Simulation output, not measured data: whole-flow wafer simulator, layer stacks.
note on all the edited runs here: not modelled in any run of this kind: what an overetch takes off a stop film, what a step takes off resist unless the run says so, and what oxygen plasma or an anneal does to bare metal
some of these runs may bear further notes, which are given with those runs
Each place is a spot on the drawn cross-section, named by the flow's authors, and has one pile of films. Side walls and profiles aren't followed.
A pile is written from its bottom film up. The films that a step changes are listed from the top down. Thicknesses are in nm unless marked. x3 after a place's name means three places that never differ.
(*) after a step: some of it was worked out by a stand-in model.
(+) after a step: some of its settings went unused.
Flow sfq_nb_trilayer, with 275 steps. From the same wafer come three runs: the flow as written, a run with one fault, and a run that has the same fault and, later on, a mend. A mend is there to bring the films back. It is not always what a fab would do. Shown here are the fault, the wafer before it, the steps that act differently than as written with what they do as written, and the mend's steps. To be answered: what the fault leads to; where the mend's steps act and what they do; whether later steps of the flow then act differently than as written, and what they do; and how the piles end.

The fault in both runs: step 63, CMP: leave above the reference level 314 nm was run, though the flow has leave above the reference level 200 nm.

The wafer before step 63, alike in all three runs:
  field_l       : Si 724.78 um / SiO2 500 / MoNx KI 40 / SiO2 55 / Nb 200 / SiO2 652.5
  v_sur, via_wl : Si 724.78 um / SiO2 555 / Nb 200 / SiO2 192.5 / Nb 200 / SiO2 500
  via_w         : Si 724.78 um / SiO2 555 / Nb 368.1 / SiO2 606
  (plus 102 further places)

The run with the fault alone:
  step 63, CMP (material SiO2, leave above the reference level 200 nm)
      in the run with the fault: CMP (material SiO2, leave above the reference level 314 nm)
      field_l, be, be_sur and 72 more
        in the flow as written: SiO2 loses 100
        in the run with the fault: nothing
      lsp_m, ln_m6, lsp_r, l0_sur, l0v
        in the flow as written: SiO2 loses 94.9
        in the run with the fault: nothing
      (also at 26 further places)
  Later steps of the flow acting differently than as written (6 other steps are not shown; they differ only slightly, by no more than 2% or 0.5 nm, whichever is larger):
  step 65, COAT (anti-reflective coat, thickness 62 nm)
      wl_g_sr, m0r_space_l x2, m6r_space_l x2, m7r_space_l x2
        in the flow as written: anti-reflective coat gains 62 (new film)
        in the run with the fault: anti-reflective coat gains 64 (new film)
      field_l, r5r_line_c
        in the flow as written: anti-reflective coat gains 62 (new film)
        in the run with the fault: anti-reflective coat gains 64.2 (new film)
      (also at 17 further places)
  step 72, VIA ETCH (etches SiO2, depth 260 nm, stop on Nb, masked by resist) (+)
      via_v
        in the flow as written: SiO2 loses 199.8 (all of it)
        in the run with the fault: SiO2 loses 260
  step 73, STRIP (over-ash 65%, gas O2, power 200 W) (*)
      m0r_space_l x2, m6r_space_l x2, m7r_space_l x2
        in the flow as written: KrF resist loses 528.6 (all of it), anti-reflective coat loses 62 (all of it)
        in the run with the fault: KrF resist loses 530.9 (all of it), anti-reflective coat loses 64 (all of it)
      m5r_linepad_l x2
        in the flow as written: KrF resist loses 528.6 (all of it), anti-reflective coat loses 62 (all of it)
        in the run with the fault: KrF resist loses 526.6 (all of it), anti-reflective coat loses 68.4 (all of it)
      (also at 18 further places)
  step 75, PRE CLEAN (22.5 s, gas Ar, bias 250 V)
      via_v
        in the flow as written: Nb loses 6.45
        in the run with the fault: SiO2 loses 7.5
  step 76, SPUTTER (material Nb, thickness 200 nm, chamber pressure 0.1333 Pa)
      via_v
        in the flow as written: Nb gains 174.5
        in the run with the fault: Nb gains 163.1 (new film)
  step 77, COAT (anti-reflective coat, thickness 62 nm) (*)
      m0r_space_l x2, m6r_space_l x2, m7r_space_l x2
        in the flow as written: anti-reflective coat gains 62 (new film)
        in the run with the fault: anti-reflective coat gains 63.8 (new film)
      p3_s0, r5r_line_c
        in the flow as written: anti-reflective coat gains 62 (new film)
        in the run with the fault: anti-reflective coat gains 63.6 (new film)
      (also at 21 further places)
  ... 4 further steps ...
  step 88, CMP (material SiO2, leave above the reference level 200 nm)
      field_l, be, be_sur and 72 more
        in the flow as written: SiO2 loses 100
        in the run with the fault: SiO2 loses 86
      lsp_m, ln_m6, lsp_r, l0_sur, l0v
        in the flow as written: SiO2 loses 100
        in the run with the fault: SiO2 loses 80.9
  By the end, the piles at field_l, v_sur, via_wl and 103 more depart from the flow's by more than 2% or 0.5 nm, whichever is larger.
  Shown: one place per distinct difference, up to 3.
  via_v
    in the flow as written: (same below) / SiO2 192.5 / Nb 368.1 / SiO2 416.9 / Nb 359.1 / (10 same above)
    in the run with the fault: (same below) / SiO2 192.5 / Nb 200 / SiO2 46.3 / Nb 163.1 / SiO2 489.6 / Nb 359.1 / (10 same above)
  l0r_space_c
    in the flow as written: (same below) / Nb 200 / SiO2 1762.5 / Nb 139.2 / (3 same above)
    in the run with the fault: (same below) / Nb 200 / SiO2 1876.5 / Nb 139.2 / (3 same above)
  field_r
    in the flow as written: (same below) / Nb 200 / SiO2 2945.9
    in the run with the fault: (same below) / Nb 200 / SiO2 3059.9

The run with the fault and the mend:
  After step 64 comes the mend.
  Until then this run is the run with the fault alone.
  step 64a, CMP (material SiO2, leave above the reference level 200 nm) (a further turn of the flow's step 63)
      field_l, be, be_sur and 72 more
        SiO2 loses 100
      v_sur, via_wl, via_w and 23 more
        SiO2 loses 114
      lsp_m, ln_m6, lsp_r, l0_sur, l0v
        SiO2 loses 94.9
  Every later step of the flow that is run acts as written at every place that is followed.
  At every place that both follow, the piles at the end match the flow's.
